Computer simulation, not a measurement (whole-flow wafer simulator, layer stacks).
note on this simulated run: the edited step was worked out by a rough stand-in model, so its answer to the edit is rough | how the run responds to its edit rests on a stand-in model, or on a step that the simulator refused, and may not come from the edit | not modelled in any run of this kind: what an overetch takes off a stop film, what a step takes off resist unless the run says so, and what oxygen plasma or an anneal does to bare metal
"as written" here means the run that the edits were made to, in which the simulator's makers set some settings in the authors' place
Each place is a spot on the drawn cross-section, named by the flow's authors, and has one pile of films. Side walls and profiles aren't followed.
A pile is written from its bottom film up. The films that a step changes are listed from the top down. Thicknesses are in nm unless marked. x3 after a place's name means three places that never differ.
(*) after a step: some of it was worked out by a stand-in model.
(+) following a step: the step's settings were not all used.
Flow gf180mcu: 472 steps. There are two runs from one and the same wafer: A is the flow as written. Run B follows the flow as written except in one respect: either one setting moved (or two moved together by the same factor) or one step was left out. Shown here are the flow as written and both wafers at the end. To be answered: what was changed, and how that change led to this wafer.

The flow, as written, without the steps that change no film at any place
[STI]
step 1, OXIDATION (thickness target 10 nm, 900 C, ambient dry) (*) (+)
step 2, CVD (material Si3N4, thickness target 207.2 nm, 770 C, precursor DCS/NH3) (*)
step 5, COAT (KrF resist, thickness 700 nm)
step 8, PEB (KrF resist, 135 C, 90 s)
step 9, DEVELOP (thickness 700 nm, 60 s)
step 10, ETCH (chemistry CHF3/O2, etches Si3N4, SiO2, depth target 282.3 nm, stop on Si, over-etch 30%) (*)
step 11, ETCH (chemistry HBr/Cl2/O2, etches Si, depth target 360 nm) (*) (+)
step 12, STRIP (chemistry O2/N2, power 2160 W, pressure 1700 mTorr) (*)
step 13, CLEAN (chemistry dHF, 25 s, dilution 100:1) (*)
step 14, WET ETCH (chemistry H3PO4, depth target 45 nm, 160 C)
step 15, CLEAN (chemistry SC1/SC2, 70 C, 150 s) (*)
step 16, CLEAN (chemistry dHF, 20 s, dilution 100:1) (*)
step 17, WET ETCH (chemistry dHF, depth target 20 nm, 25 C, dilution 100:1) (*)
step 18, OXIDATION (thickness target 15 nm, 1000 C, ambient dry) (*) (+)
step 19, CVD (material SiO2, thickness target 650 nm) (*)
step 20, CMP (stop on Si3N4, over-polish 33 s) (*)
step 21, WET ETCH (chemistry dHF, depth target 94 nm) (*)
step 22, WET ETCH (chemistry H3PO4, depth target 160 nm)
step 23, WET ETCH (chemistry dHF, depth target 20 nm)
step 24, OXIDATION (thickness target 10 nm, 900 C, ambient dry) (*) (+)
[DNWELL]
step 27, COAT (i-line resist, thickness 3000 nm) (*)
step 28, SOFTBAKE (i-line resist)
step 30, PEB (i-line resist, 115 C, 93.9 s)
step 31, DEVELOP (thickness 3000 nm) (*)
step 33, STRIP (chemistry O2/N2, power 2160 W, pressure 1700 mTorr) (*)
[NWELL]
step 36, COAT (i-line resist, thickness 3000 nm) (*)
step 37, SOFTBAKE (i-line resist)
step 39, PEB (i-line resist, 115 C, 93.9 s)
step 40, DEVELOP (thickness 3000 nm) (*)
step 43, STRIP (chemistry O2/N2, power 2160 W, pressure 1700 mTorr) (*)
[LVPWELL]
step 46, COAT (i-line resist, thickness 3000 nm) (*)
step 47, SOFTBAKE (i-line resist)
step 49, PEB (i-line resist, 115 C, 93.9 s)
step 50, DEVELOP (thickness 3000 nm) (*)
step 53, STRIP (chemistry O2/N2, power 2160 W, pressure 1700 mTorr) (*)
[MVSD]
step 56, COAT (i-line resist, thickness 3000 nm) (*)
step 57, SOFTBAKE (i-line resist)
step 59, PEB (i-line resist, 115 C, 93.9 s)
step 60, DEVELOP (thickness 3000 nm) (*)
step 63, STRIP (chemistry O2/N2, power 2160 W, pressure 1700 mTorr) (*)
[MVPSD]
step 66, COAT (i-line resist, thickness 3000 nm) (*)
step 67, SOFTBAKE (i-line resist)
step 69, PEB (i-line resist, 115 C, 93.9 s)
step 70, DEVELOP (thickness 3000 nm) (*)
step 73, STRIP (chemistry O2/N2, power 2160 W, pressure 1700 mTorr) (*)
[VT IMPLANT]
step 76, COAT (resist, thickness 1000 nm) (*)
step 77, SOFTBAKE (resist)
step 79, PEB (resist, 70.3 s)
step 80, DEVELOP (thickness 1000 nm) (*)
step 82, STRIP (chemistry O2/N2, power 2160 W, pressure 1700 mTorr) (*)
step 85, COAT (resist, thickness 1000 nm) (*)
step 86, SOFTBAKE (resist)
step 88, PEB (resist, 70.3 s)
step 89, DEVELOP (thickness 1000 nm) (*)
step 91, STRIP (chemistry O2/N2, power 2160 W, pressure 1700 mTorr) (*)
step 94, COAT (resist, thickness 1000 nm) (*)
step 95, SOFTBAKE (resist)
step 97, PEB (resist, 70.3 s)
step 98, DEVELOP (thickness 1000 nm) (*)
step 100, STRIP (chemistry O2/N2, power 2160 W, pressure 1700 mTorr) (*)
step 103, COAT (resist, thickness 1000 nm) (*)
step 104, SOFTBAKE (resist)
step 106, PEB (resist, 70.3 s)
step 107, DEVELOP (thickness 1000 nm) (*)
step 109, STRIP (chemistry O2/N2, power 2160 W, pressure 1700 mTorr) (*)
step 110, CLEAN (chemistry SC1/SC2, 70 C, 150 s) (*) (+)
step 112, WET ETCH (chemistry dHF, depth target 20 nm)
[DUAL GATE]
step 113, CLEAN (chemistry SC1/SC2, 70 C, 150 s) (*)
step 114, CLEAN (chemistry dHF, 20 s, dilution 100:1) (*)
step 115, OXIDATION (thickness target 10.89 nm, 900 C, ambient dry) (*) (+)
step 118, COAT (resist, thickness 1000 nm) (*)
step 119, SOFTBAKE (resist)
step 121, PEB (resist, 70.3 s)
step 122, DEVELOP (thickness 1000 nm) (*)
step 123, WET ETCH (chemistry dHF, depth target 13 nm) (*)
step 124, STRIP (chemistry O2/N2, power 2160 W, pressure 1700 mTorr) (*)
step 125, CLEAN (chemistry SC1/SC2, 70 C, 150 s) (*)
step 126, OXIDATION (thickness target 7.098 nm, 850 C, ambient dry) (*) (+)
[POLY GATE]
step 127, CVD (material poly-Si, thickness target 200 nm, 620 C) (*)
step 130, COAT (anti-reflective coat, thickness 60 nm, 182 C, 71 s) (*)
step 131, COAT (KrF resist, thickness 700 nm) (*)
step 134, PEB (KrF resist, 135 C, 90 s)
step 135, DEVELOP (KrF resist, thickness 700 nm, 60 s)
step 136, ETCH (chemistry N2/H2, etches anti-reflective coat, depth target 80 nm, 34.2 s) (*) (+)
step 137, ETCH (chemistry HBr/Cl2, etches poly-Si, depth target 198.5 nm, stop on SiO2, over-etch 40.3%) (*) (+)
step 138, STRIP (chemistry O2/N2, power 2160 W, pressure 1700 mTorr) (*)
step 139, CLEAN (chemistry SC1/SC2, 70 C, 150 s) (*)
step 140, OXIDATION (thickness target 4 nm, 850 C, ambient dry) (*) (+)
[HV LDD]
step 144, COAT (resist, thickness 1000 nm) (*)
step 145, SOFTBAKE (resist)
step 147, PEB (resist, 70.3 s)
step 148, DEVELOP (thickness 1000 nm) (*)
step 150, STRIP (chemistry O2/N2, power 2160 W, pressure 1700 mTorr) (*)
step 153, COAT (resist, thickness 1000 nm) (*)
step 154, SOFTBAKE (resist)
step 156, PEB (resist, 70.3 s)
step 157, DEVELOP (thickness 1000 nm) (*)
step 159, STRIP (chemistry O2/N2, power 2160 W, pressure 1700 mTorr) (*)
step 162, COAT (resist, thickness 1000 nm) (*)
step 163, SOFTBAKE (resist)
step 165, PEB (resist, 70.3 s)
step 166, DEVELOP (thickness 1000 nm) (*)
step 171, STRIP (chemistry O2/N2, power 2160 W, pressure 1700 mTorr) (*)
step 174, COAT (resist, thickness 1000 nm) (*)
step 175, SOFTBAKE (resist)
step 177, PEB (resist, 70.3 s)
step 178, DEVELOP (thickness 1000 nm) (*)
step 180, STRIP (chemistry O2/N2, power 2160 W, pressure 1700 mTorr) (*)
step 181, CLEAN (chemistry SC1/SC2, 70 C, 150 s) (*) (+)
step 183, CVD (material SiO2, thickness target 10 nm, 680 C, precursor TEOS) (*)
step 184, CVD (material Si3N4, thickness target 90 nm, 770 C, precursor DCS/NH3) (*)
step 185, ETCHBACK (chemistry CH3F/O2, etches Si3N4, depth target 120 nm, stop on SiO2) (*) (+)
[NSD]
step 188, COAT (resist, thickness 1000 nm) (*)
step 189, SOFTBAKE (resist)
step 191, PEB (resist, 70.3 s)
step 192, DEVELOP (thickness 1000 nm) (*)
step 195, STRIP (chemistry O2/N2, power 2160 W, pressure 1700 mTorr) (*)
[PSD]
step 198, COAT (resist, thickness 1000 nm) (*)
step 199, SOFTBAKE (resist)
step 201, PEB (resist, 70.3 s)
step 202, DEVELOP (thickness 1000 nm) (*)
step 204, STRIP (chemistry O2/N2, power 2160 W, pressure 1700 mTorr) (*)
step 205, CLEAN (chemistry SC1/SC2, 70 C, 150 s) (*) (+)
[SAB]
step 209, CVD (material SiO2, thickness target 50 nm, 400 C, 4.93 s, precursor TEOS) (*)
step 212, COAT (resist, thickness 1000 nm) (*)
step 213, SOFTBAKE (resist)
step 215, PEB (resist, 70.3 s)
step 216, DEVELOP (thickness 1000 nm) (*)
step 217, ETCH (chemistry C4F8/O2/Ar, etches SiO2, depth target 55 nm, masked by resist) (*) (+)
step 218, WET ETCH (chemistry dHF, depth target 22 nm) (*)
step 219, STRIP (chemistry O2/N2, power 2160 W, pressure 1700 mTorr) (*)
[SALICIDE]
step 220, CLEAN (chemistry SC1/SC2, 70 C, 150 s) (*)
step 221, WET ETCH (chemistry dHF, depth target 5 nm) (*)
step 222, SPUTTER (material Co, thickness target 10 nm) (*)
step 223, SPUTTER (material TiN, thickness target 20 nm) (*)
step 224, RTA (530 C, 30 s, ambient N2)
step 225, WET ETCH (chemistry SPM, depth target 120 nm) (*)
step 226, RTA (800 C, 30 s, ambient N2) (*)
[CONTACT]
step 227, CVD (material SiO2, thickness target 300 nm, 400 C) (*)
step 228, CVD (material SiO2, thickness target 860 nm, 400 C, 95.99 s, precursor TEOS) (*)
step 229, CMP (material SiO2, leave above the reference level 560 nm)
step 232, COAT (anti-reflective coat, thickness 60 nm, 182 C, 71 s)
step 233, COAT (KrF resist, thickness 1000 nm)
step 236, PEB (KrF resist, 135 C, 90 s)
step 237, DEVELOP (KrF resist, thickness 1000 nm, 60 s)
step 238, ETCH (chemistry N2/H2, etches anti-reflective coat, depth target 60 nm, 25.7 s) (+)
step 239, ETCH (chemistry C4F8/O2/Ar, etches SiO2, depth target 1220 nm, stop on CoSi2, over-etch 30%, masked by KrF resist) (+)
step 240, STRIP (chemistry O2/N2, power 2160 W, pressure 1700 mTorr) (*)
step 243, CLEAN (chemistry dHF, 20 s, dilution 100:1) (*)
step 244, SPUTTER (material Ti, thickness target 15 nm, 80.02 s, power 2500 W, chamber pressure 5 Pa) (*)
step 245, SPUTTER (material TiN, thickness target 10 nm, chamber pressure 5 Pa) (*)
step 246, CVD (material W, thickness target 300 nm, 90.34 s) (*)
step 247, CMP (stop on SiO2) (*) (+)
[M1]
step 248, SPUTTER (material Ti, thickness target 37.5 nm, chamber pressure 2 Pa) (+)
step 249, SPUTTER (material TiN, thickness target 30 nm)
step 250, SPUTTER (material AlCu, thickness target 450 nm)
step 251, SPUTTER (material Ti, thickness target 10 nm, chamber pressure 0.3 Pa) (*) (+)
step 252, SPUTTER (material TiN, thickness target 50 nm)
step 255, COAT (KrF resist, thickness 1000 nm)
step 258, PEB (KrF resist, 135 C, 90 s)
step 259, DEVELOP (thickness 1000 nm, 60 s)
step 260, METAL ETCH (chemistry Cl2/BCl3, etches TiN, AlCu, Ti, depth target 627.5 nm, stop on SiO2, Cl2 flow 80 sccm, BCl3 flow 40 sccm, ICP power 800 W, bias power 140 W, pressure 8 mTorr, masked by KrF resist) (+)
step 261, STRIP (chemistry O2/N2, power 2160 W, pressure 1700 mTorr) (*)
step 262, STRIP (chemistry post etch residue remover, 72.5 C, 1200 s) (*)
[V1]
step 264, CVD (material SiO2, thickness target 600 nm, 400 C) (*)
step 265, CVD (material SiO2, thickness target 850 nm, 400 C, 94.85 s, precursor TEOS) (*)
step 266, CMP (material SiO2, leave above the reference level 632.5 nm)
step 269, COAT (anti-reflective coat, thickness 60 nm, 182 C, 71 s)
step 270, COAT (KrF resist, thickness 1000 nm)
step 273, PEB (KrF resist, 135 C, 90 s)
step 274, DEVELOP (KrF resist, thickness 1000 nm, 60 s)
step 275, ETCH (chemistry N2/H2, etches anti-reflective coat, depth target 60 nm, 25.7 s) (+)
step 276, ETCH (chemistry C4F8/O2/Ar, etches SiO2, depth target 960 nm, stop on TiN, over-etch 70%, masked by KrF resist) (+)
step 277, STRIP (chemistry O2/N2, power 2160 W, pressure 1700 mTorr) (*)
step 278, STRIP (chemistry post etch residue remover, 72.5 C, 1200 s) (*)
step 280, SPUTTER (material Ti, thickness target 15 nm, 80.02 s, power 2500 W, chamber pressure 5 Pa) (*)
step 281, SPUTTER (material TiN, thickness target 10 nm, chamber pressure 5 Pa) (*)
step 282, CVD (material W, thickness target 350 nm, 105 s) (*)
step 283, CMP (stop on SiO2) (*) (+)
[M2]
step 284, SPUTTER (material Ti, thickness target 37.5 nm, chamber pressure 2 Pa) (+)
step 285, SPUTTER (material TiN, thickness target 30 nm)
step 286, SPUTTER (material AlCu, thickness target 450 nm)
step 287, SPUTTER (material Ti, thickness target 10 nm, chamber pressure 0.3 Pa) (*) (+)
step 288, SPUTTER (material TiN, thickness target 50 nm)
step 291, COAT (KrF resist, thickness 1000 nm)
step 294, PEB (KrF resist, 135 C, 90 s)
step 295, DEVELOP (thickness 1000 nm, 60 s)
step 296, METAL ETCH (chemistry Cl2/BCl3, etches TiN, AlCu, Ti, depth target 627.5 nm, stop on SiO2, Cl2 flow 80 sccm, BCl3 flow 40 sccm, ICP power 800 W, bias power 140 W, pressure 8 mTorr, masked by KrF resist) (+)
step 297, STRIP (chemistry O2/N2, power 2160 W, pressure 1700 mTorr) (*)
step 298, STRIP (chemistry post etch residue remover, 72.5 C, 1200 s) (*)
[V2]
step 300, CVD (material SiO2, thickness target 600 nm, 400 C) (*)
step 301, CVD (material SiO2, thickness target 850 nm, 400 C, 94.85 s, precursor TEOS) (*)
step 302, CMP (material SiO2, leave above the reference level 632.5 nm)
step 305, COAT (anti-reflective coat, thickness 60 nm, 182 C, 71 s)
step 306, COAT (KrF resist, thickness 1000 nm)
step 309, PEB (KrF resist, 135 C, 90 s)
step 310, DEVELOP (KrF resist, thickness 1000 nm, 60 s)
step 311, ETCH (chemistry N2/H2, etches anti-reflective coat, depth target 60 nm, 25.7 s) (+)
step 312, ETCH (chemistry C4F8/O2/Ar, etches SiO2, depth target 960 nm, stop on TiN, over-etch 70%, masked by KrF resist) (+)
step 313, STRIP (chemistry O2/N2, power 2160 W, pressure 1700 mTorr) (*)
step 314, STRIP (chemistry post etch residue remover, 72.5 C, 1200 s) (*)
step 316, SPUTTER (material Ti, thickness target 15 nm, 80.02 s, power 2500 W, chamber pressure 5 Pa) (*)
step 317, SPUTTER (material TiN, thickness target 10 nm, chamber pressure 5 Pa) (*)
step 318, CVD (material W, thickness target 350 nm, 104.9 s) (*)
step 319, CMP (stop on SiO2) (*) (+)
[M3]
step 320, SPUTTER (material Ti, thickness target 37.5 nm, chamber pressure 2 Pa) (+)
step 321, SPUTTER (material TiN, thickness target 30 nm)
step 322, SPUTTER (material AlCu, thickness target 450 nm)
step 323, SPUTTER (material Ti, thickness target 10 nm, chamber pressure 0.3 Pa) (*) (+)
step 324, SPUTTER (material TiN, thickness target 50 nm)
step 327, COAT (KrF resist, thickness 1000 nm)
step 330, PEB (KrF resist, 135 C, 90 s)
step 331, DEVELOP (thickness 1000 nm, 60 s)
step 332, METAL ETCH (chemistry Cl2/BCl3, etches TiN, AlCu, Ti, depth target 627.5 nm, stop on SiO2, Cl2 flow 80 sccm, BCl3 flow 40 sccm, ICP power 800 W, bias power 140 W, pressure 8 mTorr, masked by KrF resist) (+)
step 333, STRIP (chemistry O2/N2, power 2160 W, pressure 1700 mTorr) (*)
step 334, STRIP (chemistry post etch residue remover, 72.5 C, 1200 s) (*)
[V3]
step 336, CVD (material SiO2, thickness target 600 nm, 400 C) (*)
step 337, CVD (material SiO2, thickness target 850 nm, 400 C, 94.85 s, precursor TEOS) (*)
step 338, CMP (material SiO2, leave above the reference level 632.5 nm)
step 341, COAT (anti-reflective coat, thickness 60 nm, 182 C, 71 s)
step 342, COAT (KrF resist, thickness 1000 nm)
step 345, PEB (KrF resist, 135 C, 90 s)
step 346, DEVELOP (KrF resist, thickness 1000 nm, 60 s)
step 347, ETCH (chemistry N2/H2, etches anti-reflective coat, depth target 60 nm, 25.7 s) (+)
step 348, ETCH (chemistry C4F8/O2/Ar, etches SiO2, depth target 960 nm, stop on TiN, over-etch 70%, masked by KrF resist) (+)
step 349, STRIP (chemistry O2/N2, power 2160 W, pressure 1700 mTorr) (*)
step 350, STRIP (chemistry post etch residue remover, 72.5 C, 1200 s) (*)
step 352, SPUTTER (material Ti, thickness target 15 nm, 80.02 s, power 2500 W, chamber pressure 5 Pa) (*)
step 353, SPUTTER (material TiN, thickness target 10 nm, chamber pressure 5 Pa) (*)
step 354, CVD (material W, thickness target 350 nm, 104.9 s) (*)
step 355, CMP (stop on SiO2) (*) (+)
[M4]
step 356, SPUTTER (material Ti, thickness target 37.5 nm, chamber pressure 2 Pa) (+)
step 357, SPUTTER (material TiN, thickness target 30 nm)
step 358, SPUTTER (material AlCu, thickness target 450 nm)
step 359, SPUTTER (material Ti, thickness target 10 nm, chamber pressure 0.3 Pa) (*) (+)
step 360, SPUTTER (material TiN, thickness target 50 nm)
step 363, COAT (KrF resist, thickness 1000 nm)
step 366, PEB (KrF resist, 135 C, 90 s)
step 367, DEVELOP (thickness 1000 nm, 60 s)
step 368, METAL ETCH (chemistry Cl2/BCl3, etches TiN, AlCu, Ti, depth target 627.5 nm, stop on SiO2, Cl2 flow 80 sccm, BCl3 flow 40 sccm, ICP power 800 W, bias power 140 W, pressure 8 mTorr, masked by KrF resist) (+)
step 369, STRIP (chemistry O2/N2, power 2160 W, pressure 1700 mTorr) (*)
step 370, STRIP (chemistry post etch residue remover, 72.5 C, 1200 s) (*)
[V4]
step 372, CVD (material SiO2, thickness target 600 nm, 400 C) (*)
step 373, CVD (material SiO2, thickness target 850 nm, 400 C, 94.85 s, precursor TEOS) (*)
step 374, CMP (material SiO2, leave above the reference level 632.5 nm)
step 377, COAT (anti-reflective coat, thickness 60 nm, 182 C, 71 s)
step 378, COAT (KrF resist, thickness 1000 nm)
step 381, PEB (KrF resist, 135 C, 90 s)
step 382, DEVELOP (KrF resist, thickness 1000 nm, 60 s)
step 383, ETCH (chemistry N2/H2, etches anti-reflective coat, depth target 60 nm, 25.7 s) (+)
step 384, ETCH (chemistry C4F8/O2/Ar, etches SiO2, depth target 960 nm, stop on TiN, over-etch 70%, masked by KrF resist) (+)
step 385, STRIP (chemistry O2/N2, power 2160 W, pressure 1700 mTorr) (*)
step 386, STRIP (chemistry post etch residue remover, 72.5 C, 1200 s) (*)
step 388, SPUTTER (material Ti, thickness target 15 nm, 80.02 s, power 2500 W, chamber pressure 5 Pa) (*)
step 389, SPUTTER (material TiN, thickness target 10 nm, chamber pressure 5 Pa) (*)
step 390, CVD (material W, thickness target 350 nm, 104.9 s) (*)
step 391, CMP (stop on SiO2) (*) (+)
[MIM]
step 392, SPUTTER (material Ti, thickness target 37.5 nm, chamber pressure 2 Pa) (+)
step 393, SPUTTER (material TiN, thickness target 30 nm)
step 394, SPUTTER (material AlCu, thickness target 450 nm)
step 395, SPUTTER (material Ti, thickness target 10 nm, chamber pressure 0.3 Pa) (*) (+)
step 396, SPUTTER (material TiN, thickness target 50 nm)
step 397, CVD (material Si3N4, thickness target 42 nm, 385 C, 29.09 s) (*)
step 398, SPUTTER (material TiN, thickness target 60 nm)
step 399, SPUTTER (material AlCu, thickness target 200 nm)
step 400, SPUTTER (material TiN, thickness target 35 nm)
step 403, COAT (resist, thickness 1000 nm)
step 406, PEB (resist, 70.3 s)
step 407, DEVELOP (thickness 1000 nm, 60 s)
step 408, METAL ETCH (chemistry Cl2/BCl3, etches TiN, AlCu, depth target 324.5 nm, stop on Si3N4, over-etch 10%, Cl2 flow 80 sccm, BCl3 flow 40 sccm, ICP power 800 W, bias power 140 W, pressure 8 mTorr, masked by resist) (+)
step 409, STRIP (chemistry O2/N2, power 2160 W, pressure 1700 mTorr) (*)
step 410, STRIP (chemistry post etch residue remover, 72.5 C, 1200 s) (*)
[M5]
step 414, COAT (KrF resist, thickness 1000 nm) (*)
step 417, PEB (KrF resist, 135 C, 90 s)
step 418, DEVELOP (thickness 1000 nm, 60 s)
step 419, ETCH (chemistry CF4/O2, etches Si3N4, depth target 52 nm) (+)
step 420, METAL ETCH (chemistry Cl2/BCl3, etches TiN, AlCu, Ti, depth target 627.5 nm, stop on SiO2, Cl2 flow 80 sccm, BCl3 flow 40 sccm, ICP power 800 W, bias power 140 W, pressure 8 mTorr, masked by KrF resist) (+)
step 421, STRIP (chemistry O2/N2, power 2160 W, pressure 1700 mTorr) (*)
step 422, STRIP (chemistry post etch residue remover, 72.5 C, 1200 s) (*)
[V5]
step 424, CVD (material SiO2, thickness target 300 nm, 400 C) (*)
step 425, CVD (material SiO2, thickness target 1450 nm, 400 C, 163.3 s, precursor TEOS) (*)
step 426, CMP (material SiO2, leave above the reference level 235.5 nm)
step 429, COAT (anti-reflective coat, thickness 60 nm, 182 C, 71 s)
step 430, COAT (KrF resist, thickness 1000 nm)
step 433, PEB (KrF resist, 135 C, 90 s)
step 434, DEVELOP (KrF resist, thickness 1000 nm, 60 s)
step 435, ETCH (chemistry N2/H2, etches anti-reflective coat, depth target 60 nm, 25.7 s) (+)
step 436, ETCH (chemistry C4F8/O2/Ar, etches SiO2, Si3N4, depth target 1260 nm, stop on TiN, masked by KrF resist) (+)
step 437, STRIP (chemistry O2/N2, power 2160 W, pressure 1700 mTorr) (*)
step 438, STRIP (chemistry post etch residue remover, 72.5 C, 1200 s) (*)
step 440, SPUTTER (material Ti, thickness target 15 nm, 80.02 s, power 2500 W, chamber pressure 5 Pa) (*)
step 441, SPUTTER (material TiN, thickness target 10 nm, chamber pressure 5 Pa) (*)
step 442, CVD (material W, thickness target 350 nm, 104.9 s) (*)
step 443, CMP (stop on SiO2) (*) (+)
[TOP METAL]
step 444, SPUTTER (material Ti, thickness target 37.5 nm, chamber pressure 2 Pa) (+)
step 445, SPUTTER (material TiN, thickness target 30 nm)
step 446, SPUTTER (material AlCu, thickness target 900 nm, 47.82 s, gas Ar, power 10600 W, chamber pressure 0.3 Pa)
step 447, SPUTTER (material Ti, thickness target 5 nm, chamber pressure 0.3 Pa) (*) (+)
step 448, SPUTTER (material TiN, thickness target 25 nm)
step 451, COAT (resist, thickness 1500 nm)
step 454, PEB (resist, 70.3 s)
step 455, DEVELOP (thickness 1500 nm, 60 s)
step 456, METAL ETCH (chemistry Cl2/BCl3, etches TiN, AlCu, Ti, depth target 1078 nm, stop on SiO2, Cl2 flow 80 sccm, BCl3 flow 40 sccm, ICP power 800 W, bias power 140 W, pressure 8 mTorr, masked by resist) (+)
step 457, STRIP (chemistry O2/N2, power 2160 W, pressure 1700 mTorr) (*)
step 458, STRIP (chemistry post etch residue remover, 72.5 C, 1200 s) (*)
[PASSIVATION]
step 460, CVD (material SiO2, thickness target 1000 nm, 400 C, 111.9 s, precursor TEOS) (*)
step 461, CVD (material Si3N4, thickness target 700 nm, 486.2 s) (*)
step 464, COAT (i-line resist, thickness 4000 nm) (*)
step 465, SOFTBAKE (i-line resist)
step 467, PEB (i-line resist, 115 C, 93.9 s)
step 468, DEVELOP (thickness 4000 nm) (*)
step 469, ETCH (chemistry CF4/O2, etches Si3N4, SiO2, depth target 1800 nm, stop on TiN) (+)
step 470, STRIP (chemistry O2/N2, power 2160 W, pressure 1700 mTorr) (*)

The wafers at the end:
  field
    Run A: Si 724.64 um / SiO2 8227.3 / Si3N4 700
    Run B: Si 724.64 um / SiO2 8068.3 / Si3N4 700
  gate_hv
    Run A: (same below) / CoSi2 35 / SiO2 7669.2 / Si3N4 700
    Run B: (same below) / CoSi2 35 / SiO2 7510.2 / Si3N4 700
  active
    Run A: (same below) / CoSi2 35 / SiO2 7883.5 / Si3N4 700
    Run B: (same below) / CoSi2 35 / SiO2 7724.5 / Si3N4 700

What caused this: step 227, CVD: thickness target 141 nm was run, while the flow as written has thickness target 300 nm.

How this came from the change, step by step:
  step 227, CVD (material SiO2, thickness target 300 nm, 400 C) (*)
      field, field__w1, field__w2 and 58 more: A +300 SiO2 | B +141 SiO2
      active, p_well, gate and 47 more: A +300 SiO2 (new film) | B +141 SiO2 (new film)
  step 228, CVD (material SiO2, thickness target 860 nm, 400 C, 95.99 s, precursor TEOS) (*)
      field__w3, field__w12: A +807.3 SiO2 | B +786.6 SiO2
      field__w2: A +810.7 SiO2 | B +791.3 SiO2
  step 229, CMP (material SiO2, leave above the reference level 560 nm)
      ld_drift_p, ld_drn_p: A -425.8 SiO2 | B -439.4 SiO2
      nw_enc_fld_lv__w1, nw_enc_fld_lv__w4: A -332.2 SiO2 | B -322.2 SiO2
      (as well as at 8 more places)
  step 239, ETCH (chemistry C4F8/O2/Ar, etches SiO2, depth target 1220 nm, stop on CoSi2, over-etch 30%, masked by KrF resist) (+)
      field, field__w1, field__w2 and 105 more: A -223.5 KrF resist | B -182.1 KrF resist
      polyc_n, polyc_p: A -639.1 SiO2 (all of it) | B -480.1 SiO2 (all of it)
      (as well as at 1 more place)
  step 240, STRIP (chemistry O2/N2, power 2160 W, pressure 1700 mTorr) (*)
      field, field__w1, field__w2 and 105 more: A -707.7 KrF resist (all of it), -60 anti-reflective coat (all of it) | B -749.1 KrF resist (all of it), -60 anti-reflective coat (all of it)
  step 244, SPUTTER (material Ti, thickness target 15 nm, 80.02 s, power 2500 W, chamber pressure 5 Pa) (*)
      contact: A +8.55 Ti (new film) | B +9.39 Ti (new film)
  step 245, SPUTTER (material TiN, thickness target 10 nm, chamber pressure 5 Pa) (*)
      contact: A +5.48 TiN (new film) | B +6 TiN (new film)
  step 246, CVD (material W, thickness target 300 nm, 90.34 s) (*)
      polyc_n, polyc_p: A +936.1 W (new film) | B +777.1 W (new film)
      contact: A +1167.5 W (new film) | B +1007.1 W (new film)
